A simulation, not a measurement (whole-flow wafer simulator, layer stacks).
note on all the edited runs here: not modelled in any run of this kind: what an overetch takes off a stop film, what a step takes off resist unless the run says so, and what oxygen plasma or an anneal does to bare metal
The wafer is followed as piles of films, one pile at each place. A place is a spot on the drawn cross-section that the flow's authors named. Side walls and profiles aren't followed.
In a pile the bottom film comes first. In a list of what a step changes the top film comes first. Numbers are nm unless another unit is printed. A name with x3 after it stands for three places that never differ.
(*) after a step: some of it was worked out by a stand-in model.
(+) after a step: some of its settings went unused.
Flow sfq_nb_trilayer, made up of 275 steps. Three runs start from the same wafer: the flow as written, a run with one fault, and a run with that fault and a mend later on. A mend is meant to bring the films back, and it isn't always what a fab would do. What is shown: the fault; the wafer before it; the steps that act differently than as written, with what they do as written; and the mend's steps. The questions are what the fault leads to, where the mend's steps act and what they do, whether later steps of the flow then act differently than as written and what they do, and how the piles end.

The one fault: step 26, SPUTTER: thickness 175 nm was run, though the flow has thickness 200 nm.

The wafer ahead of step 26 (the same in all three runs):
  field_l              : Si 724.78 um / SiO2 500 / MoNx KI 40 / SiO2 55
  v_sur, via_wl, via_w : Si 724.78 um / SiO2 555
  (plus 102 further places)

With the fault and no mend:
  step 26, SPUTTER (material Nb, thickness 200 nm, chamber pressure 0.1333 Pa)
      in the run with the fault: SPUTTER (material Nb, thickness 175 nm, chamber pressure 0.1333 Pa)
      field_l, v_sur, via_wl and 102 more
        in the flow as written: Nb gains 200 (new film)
        in the run with the fault: Nb gains 175 (new film)
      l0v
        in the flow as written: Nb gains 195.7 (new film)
        in the run with the fault: Nb gains 170.7 (new film)
  Later steps of the flow acting differently than as written (not shown: 3 more steps that differ only slightly, by at most 2% or 0.5 nm, whichever is larger):
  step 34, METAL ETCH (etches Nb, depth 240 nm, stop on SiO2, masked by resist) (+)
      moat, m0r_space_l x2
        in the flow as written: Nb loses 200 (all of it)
        in the run with the fault: Nb loses 175 (all of it)
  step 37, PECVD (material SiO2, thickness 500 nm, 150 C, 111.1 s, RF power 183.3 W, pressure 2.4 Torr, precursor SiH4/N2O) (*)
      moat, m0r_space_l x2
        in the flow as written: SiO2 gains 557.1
        in the run with the fault: SiO2 gains 532.1
  The piles end different from the flow's at field_l, v_sur, via_wl and 100 more by more than 2% or 0.5 nm, whichever is larger.
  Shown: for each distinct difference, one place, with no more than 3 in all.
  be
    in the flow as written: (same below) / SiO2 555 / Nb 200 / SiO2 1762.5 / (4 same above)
    in the run with the fault: (same below) / SiO2 555 / Nb 175 / SiO2 1762.5 / (4 same above)
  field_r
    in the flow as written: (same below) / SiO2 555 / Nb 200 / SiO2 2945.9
    in the run with the fault: (same below) / SiO2 555 / Nb 175 / SiO2 2945.9
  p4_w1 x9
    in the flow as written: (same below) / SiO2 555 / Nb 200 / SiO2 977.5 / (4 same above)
    in the run with the fault: (same below) / SiO2 555 / Nb 175 / SiO2 977.5 / (4 same above)

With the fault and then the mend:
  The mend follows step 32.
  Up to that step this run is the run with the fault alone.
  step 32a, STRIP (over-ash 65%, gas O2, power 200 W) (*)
      p4_fl x3, p4_w1 x9, p4_g1 x2 and 57 more
        KrF resist loses 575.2 (all of it), anti-reflective coat loses 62 (all of it)
      jj_sur, ce_l, c5j and 6 more
        KrF resist loses 581.9 (all of it), anti-reflective coat loses 63.6 (all of it)
      l0r_line_l, l0r_line_c, l0r_line_r
        KrF resist loses 571.4 (all of it), anti-reflective coat loses 59 (all of it)
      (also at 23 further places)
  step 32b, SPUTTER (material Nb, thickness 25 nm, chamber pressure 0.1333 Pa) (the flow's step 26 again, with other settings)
      field_l, via_wl, via_w and 100 more
        Nb gains 25
      v_sur
        Nb gains 24.1
      lsp_r
        Nb gains 24.6
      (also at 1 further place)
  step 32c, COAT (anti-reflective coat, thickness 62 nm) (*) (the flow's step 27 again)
      p4_fl x3, p4_w1 x9, p4_g1 x2 and 59 more
        anti-reflective coat gains 62 (new film)
      gap, jj_sur, ce_l and 8 more
        anti-reflective coat gains 63.6 (new film)
      via_v, wire, ln_m5, lsp_m, ln_m6
        anti-reflective coat gains 63.8 (new film)
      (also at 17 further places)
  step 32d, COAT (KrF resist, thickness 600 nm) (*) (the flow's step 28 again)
      p4_fl x3, p4_w1 x9, p4_g1 x2 and 59 more
        KrF resist gains 600 (new film)
      jj_sur, ce_l, c5j, res, r_end
        KrF resist gains 606.7 (new film)
      ce_r, sp_r, be_r, r_sur
        KrF resist gains 606.6 (new film)
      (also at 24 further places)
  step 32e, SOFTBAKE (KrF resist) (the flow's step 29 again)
      leaves every film unchanged at each place that is followed
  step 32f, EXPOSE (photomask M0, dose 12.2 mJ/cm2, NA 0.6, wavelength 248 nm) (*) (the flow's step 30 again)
      leaves every film unchanged at each place that is followed
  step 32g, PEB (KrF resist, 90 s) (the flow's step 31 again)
      p4_fl x3, p4_w1 x9, p4_g1 x2 and 62 more
        KrF resist loses 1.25
      v_sur, via_wr, via_sp and 21 more
        KrF resist loses 1.27
      field_l, l0_sur
        KrF resist loses 1.23
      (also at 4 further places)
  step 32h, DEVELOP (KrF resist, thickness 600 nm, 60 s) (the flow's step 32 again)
      field_l, v_sur, via_wl and 100 more
        KrF resist loses 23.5
      m0r_space_l x2
        KrF resist loses 598.7 (all of it)
      moat
        KrF resist loses 605.5 (all of it)
  Later steps of the flow that are run all act as written at every place that is followed, up to a difference of at most 2% or 0.5 nm, whichever is larger.
  The piles end only slightly different from the flow's at the places that both follow, by no more than 2% or 0.5 nm, whichever is larger.
